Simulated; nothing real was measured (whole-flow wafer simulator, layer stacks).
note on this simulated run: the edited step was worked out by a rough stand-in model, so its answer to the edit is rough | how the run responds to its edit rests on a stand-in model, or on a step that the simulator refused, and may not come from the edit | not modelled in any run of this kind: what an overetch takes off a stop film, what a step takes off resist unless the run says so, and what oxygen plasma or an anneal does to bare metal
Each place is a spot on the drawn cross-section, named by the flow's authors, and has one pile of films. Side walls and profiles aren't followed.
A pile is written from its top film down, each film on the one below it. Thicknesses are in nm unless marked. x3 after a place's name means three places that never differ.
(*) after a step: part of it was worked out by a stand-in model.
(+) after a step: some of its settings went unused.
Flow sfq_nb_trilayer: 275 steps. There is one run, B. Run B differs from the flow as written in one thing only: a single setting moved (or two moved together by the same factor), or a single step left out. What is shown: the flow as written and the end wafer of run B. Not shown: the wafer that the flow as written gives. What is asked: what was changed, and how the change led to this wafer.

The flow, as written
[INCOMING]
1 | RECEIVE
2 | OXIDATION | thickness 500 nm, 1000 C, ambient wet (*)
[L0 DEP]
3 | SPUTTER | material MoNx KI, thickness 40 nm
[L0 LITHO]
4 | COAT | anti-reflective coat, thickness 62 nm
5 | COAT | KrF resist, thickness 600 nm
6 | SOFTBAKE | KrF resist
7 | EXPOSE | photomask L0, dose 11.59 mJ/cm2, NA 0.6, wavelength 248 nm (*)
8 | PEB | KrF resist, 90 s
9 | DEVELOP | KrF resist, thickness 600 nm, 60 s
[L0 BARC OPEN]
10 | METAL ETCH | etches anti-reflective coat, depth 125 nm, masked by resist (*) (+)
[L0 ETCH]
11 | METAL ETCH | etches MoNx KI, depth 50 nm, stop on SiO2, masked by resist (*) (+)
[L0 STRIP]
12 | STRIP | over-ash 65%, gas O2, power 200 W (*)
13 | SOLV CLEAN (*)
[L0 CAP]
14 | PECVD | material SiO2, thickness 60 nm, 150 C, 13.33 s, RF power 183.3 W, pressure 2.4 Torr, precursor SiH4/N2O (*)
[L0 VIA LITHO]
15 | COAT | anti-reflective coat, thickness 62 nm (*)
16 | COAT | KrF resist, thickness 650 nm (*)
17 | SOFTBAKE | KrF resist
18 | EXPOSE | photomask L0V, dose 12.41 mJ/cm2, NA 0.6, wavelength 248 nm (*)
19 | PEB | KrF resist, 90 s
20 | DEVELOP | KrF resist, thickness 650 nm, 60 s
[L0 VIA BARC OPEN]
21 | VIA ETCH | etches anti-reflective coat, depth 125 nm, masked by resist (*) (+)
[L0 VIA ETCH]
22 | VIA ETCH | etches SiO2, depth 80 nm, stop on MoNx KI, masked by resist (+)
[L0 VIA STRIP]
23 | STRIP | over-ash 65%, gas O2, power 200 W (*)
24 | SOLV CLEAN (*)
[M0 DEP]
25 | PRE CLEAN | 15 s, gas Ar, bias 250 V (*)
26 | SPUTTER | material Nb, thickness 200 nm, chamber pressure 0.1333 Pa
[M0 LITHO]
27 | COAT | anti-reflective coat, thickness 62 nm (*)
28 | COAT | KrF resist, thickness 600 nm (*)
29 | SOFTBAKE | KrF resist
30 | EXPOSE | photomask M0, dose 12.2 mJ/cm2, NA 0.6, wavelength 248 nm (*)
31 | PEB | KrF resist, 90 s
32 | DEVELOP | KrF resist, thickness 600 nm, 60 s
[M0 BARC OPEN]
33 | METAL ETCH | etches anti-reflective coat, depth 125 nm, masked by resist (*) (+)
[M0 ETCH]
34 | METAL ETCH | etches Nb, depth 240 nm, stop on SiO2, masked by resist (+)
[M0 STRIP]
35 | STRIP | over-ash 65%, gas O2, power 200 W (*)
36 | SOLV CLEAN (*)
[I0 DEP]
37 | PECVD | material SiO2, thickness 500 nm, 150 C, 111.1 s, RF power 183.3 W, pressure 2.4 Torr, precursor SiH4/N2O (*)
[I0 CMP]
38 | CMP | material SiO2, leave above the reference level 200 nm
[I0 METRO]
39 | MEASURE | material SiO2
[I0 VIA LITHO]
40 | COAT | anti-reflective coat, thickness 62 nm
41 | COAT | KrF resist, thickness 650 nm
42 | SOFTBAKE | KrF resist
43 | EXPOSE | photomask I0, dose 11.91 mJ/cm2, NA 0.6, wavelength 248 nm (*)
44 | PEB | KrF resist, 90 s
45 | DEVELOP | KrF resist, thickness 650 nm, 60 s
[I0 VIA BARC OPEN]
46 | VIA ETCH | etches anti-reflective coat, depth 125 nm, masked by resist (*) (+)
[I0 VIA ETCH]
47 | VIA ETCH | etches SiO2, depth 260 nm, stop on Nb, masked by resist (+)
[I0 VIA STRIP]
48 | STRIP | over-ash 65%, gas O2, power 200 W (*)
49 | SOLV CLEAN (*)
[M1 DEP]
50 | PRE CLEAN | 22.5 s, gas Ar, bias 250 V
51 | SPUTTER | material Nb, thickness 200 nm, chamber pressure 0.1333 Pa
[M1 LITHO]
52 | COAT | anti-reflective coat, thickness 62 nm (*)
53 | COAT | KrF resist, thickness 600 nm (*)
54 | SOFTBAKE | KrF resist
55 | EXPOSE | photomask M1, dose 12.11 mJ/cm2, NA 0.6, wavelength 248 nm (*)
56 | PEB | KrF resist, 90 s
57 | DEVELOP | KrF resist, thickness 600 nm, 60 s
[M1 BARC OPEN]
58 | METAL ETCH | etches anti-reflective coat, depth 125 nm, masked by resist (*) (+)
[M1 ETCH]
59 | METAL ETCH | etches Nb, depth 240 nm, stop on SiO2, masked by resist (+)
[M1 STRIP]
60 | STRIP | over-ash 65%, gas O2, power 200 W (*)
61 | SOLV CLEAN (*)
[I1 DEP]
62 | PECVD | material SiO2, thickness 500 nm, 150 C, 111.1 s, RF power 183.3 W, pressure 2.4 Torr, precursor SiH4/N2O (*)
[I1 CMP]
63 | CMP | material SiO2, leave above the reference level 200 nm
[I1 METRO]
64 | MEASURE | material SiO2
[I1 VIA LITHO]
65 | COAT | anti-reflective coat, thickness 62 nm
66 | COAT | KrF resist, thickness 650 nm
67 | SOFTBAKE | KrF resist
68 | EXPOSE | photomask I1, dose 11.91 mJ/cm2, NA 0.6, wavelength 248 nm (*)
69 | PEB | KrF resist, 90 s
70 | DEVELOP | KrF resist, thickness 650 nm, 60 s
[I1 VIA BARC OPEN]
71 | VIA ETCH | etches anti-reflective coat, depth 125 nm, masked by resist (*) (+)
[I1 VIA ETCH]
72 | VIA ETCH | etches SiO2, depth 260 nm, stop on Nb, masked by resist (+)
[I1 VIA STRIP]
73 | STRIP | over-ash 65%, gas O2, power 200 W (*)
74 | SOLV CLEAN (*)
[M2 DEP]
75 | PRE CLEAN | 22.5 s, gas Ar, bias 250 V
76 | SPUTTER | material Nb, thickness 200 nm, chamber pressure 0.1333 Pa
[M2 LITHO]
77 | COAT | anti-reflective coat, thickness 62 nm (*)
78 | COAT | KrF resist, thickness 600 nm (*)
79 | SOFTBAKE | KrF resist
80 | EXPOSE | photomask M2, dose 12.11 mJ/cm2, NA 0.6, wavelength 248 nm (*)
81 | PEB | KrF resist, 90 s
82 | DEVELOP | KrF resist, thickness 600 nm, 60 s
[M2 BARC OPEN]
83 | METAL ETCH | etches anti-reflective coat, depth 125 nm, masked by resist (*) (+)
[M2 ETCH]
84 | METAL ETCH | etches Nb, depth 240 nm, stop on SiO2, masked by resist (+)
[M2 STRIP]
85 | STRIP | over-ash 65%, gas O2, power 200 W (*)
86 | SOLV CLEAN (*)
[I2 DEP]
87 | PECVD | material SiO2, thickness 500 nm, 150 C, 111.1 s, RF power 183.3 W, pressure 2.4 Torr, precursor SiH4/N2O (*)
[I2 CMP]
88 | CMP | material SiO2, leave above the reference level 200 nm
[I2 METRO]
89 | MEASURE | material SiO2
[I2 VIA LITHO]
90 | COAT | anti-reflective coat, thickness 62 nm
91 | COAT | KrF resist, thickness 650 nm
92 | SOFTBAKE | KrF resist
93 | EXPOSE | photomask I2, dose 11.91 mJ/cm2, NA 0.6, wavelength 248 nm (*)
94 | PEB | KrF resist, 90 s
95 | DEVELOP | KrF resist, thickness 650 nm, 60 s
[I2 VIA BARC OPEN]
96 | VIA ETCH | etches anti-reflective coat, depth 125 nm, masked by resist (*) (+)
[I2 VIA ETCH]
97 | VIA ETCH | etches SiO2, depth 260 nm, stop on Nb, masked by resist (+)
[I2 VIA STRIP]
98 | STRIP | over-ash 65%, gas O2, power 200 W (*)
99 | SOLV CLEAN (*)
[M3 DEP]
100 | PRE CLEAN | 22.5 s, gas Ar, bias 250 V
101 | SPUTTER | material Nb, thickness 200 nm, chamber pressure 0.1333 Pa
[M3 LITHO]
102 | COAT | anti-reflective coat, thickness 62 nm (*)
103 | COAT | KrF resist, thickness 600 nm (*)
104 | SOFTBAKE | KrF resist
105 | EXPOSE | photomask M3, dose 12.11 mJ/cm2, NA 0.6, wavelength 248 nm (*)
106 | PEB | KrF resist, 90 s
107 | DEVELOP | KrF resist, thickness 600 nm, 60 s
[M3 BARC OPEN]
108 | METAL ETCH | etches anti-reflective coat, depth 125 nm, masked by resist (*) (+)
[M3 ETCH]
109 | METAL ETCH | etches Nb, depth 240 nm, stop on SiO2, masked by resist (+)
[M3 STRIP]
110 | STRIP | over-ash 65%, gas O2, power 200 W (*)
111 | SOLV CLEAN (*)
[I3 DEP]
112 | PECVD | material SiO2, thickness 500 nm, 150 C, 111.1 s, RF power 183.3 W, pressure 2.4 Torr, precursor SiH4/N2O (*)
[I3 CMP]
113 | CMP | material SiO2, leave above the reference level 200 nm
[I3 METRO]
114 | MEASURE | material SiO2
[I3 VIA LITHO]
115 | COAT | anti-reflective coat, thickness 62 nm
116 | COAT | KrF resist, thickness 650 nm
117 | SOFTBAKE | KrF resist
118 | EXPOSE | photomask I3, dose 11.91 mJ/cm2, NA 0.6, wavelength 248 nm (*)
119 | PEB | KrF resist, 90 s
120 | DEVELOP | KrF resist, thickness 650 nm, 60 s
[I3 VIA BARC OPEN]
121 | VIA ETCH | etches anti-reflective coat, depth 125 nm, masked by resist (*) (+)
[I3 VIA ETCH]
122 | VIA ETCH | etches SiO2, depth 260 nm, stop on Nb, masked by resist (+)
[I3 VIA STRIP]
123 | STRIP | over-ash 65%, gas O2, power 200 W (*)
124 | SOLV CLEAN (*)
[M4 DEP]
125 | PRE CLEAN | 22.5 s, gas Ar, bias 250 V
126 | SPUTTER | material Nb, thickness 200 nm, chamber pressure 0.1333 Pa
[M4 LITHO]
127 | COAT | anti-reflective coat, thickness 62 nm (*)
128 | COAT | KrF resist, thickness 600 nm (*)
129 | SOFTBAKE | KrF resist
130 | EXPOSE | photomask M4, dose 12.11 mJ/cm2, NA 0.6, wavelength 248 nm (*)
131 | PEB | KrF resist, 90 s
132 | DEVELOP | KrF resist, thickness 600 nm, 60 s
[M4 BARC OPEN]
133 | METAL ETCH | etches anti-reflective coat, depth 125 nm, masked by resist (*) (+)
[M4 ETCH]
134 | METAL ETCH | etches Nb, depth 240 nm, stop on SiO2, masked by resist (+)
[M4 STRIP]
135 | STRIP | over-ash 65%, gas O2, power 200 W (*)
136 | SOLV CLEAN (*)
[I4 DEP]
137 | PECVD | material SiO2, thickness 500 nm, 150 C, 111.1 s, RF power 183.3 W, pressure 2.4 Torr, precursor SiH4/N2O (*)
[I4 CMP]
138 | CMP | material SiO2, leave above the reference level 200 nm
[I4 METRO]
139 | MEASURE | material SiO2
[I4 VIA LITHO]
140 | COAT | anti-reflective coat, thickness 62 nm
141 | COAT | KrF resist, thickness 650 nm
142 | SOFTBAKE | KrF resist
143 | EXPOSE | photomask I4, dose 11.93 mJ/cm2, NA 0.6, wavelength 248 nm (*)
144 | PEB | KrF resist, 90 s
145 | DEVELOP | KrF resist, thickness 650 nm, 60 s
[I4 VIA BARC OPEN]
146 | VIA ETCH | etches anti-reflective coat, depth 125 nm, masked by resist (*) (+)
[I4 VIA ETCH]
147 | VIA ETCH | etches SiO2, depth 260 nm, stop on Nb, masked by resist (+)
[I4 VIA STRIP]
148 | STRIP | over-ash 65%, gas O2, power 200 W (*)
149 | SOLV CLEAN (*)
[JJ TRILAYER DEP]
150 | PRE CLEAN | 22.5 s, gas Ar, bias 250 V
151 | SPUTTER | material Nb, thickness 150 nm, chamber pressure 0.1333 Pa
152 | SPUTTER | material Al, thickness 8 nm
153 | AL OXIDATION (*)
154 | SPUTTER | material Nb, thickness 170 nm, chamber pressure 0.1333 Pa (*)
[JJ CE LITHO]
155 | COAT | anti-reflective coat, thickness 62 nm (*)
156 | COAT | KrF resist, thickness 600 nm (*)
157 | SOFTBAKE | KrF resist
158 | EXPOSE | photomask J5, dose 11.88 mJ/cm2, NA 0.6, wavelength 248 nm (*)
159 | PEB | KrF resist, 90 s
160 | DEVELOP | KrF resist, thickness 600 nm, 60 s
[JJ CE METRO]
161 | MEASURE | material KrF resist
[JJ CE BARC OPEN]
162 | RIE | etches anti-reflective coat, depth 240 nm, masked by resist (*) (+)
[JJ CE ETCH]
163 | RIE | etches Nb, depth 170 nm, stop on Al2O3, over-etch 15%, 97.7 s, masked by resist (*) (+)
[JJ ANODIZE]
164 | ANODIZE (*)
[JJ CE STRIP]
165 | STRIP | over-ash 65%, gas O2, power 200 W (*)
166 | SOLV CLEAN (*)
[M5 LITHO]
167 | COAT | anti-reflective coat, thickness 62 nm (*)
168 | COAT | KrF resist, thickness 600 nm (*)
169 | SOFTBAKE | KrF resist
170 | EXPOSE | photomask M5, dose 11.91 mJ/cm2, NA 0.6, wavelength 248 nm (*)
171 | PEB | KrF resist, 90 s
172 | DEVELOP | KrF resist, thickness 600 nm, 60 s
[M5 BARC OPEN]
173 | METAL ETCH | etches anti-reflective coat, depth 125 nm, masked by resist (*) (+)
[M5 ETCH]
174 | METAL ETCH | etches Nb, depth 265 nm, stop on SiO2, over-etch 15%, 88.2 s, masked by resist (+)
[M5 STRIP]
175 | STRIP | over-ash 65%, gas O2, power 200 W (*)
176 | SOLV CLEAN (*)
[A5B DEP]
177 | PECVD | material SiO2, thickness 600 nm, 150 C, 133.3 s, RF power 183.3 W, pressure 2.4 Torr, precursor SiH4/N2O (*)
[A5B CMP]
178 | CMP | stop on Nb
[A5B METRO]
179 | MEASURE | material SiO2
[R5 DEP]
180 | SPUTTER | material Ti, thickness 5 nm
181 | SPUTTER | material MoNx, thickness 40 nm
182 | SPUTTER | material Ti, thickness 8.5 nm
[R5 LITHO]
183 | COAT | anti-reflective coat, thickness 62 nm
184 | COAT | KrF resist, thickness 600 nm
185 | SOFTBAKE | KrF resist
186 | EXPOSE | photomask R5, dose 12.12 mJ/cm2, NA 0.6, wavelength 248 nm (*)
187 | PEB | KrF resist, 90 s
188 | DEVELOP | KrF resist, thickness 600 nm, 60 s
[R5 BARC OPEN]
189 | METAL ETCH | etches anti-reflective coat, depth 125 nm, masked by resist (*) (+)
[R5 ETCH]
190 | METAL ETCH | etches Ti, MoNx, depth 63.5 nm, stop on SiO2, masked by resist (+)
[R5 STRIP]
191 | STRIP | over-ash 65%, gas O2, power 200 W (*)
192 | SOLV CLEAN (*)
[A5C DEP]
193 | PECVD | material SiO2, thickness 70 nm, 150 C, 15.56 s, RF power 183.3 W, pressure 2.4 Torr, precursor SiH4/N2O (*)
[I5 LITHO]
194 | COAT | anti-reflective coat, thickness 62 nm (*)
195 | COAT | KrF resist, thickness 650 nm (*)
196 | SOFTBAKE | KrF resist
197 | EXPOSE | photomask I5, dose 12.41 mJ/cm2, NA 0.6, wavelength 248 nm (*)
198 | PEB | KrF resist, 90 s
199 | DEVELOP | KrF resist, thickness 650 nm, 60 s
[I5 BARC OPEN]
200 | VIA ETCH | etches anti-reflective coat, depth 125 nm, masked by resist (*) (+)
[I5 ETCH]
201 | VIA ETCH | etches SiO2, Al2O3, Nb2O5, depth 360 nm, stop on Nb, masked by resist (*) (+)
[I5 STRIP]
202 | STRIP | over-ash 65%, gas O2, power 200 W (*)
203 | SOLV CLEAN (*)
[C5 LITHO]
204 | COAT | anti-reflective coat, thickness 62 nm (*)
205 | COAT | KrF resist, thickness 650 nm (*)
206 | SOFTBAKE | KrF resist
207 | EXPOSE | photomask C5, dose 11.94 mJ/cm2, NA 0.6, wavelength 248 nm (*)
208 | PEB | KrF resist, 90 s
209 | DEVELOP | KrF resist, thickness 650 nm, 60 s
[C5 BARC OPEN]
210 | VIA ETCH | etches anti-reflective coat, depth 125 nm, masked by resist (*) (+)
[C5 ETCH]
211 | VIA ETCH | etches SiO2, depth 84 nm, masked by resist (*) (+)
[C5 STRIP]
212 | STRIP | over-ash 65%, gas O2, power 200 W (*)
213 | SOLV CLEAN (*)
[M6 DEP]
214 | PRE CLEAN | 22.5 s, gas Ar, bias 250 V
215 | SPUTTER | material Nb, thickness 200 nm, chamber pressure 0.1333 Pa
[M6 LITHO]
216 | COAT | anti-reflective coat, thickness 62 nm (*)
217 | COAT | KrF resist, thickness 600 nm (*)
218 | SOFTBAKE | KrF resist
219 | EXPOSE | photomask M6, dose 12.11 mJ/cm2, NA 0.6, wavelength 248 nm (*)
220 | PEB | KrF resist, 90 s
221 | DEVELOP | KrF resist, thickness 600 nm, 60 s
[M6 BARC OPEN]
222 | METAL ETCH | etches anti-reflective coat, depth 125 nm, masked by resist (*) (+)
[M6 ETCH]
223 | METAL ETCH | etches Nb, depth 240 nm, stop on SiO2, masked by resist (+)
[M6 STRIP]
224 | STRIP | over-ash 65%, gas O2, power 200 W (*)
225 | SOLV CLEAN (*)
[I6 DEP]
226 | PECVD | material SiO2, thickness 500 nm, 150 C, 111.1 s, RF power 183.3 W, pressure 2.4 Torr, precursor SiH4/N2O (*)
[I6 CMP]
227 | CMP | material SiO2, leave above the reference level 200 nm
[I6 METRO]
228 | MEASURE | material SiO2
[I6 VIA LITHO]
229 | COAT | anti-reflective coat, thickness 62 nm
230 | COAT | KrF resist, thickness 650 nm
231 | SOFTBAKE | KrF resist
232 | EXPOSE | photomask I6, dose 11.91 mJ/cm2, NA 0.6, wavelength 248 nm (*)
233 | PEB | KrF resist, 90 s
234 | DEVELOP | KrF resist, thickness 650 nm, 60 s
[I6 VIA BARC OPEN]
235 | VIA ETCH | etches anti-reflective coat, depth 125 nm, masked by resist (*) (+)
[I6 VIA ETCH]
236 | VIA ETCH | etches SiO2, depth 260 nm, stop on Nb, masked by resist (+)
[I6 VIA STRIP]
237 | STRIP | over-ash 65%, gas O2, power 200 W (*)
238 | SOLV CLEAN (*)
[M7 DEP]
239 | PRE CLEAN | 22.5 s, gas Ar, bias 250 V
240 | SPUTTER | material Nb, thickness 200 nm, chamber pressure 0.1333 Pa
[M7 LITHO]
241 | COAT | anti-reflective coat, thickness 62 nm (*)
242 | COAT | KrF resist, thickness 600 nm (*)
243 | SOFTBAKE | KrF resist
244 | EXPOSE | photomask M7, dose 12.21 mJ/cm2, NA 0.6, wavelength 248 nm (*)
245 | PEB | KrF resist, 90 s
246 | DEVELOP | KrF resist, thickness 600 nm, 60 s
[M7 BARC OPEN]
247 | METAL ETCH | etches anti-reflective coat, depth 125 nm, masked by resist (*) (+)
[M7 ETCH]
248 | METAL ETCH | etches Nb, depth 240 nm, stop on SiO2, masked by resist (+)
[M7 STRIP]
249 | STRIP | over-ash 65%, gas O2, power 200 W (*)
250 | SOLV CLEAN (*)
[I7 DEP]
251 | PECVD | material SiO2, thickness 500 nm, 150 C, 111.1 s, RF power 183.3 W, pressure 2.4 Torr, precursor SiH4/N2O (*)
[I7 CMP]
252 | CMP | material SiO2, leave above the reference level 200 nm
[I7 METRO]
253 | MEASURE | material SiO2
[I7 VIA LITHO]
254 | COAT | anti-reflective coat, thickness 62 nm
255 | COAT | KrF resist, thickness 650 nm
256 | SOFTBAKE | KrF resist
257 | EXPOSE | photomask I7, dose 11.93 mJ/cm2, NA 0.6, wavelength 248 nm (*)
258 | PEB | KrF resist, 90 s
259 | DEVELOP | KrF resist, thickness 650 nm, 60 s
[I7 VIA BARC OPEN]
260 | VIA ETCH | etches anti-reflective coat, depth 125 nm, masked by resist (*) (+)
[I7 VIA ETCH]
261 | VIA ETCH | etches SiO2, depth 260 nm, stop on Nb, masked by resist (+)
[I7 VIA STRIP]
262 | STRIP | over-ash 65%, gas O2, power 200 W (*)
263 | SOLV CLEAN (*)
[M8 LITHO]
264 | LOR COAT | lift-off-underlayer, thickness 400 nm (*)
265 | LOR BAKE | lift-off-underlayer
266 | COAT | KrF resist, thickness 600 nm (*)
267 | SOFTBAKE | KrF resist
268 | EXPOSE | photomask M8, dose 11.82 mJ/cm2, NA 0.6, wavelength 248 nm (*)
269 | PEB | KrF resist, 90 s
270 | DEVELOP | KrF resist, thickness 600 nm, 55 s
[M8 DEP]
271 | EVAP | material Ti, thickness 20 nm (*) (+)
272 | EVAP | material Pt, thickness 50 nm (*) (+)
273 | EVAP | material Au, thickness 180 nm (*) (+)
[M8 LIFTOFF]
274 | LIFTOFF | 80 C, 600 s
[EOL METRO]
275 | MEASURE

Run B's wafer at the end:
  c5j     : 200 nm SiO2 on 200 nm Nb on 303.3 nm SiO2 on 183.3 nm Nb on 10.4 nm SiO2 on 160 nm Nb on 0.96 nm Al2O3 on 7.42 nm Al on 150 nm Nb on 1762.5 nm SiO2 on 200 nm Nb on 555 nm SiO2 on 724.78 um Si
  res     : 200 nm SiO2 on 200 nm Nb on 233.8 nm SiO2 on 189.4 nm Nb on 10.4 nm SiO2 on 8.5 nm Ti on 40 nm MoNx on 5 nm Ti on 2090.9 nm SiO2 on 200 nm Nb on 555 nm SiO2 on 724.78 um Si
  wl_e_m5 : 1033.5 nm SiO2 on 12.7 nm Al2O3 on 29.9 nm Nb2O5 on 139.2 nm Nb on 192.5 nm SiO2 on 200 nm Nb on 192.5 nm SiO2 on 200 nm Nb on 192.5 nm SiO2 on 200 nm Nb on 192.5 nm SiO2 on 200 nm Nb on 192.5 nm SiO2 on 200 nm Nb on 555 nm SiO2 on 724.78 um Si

What caused this: step 193, PECVD: thickness 102 nm was run, whereas the flow has thickness 70 nm; step 193, PECVD: 22.71 s was run, where the flow has 15.56 s.

How this came from the change, step by step:
  193 | PECVD | material SiO2, thickness 70 nm, 150 C, 15.56 s, RF power 183.3 W, pressure 2.4 Torr, precursor SiH4/N2O (*)
      field_l, v_sur, via_wl and 92 more: SiO2 gains 102 (in the flow as written it would be: SiO2 gains 70)
      ce_l, c5j, ce_r and 8 more: SiO2 gains 102 (new film) (in the flow as written it would be: SiO2 gains 70 (new film))
  201 | VIA ETCH | etches SiO2, Al2O3, Nb2O5, depth 360 nm, stop on Nb, masked by resist (*) (+)
      be: SiO2 loses 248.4 (all of it), Al2O3 loses 12.7 (all of it), Nb2O5 loses 29.9 (all of it) (in the flow as written it would be: SiO2 loses 216.4 (all of it), Al2O3 loses 12.7 (all of it), Nb2O5 loses 29.9 (all of it))
  204 | COAT | anti-reflective coat, thickness 62 nm (*)
      be: anti-reflective coat gains 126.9 (new film) (in the flow as written it would be: anti-reflective coat gains 122.2 (new film))
      be_sur: anti-reflective coat gains 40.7 (new film) (in the flow as written it would be: anti-reflective coat gains 41.8 (new film))
  205 | COAT | KrF resist, thickness 650 nm (*)
      be: KrF resist gains 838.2 (new film) (in the flow as written it would be: KrF resist gains 815.3 (new film))
  211 | VIA ETCH | etches SiO2, depth 84 nm, masked by resist (*) (+)
      c5j: SiO2 loses 84 (in the flow as written it would be: SiO2 loses 69.9 (all of it), Nb loses 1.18)
      res: SiO2 loses 84 (in the flow as written it would be: SiO2 loses 69.9 (all of it))
  212 | STRIP | over-ash 65%, gas O2, power 200 W (*)
      be: KrF resist loses 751 (all of it), anti-reflective coat loses 126.9 (all of it) (in the flow as written it would be: KrF resist loses 728.2 (all of it), anti-reflective coat loses 122.2 (all of it))
      be_sur: KrF resist loses 557.7 (all of it), anti-reflective coat loses 40.7 (all of it) (in the flow as written it would be: KrF resist loses 559.6 (all of it), anti-reflective coat loses 41.8 (all of it))
  214 | PRE CLEAN | 22.5 s, gas Ar, bias 250 V
      c5j: SiO2 loses 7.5 (in the flow as written it would be: Nb loses 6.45)
      res: SiO2 loses 7.5 (in the flow as written it would be: Ti loses 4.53)
  215 | SPUTTER | material Nb, thickness 200 nm, chamber pressure 0.1333 Pa
      c5j: Nb gains 183.3 (new film) (in the flow as written it would be: Nb gains 188.4)
      be: Nb gains 140.3 (in the flow as written it would be: Nb gains 147.3)
  216 | COAT | anti-reflective coat, thickness 62 nm (*)
      wire: anti-reflective coat gains 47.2 (new film) (in the flow as written it would be: anti-reflective coat gains 48.3 (new film))
      be: anti-reflective coat gains 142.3 (new film) (in the flow as written it would be: anti-reflective coat gains 136.7 (new film))
      (as well as at 6 more places)
  217 | COAT | KrF resist, thickness 600 nm (*)
      be: KrF resist gains 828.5 (new film) (in the flow as written it would be: KrF resist gains 793.9 (new film))
  224 | STRIP | over-ash 65%, gas O2, power 200 W (*)
      wire: KrF resist loses 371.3 (all of it), anti-reflective coat loses 47.2 (all of it) (in the flow as written it would be: KrF resist loses 369.8 (all of it), anti-reflective coat loses 48.3 (all of it))
      be: KrF resist loses 610.3 (all of it), anti-reflective coat loses 142.3 (all of it) (in the flow as written it would be: KrF resist loses 575.8 (all of it), anti-reflective coat loses 136.7 (all of it))
      (as well as at 6 more places)
  226 | PECVD | material SiO2, thickness 500 nm, 150 C, 111.1 s, RF power 183.3 W, pressure 2.4 Torr, precursor SiH4/N2O (*)
      be: SiO2 gains 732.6 (new film) (in the flow as written it would be: SiO2 gains 693.5 (new film))
      c5j: SiO2 gains 533.8 (new film) (in the flow as written it would be: SiO2 gains 514.7 (new film))
  227 | CMP | material SiO2, leave above the reference level 200 nm
      res: SiO2 loses 258.7 (in the flow as written it would be: SiO2 loses 279.4)
If metal films that touch count as one body, c5j has 5 bodies (between them, from the top down: SiO2 303.3; SiO2 10.4; Al2O3 0.96; SiO2 1762.5); the flow as written gives 4 bodies (between them, from the top down: SiO2 284.2; Al2O3 0.96; SiO2 1762.5).
If metal films that touch count as one body, res has 4 bodies (between them, from the top down: SiO2 233.8; SiO2 10.4; SiO2 2090.9); the flow as written gives 3 bodies (between them, from the top down: SiO2 213.1; SiO2 2090.9).
